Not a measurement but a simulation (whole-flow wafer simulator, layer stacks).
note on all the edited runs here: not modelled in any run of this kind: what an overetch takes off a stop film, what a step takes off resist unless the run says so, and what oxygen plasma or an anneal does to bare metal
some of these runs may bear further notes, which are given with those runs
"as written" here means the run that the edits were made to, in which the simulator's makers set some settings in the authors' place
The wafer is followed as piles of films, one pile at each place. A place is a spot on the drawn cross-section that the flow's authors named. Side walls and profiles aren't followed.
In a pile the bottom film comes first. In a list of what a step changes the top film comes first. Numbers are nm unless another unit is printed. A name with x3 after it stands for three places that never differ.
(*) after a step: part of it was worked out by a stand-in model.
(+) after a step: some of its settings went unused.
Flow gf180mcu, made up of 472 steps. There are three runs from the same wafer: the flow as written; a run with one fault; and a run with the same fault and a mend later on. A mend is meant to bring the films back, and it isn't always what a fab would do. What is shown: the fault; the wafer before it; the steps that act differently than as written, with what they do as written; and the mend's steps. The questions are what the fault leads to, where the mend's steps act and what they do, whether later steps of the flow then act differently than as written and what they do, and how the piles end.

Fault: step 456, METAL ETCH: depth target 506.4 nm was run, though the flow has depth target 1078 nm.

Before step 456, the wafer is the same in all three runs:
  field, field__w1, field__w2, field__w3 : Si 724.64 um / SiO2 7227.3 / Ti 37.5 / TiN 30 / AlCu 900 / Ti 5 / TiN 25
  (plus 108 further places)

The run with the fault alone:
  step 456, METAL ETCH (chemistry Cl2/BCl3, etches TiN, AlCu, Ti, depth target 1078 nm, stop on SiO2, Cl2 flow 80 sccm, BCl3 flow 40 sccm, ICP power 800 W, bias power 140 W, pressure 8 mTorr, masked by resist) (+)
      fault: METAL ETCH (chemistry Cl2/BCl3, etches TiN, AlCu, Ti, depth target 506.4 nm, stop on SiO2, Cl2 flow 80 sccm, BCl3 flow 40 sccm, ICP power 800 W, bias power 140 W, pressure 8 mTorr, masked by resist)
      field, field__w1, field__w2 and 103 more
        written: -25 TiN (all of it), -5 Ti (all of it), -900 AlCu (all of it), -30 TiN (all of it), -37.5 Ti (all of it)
        fault: -25 TiN (all of it), -5 Ti (all of it), -476.4 AlCu
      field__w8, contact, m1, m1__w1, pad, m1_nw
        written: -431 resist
        fault: -202.6 resist
  Steps later in the flow that act otherwise than as written:
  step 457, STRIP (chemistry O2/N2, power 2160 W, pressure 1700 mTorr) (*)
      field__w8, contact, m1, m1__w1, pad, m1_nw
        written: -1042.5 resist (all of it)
        fault: -1270.9 resist (all of it)
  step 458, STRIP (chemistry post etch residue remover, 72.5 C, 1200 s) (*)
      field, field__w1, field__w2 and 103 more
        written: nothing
        fault: -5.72 AlCu
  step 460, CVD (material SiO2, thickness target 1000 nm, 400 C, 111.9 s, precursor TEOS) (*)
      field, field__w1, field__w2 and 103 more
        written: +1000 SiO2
        fault: +1000 SiO2 (new film)
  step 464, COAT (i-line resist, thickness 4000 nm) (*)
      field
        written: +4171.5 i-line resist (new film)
        fault: +4073.8 i-line resist (new film)
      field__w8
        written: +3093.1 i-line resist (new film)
        fault: +3527.9 i-line resist (new film)
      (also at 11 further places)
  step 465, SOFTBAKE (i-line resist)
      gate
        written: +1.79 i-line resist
        fault: -1.15 i-line resist
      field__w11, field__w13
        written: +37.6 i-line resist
        fault: +15.3 i-line resist
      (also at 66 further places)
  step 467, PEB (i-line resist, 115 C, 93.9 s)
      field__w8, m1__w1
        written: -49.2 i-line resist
        fault: -58.1 i-line resist
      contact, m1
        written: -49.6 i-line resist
        fault: -58.3 i-line resist
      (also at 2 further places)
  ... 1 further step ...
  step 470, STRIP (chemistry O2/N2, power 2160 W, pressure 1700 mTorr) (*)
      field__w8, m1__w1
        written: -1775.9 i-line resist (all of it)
        fault: -2241.3 i-line resist (all of it)
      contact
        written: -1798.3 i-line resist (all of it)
        fault: -2249.7 i-line resist (all of it)
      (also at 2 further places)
  The piles end different from the flow's at field, field__w1, field__w2 and 103 more by more than 2% or 0.5 nm, whichever is larger.
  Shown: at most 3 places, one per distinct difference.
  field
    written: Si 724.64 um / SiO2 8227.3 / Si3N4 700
    fault: Si 724.64 um / SiO2 7227.3 / Ti 37.5 / TiN 30 / AlCu 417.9 / SiO2 1000 / Si3N4 700
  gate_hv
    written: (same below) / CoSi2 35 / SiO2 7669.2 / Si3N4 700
    fault: (same below) / CoSi2 35 / SiO2 6669.2 / Ti 37.5 / TiN 30 / AlCu 417.9 / SiO2 1000 / Si3N4 700
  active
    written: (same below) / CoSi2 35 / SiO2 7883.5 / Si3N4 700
    fault: (same below) / CoSi2 35 / SiO2 6883.5 / Ti 37.5 / TiN 30 / AlCu 417.9 / SiO2 1000 / Si3N4 700

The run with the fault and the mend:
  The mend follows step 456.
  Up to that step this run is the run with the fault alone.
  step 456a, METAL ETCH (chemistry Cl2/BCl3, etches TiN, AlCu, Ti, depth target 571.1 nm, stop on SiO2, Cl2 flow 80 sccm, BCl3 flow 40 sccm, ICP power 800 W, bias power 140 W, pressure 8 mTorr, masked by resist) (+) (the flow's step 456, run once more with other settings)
      field, field__w1, field__w2 and 103 more
        -423.6 AlCu (all of it), -30 TiN (all of it), -37.5 Ti (all of it)
      field__w8, contact, m1, m1__w1, pad, m1_nw
        -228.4 resist
  Every later step of the flow that is run acts as written at every place that is followed.
  By the end, the piles equal the flow's at every place that both follow.
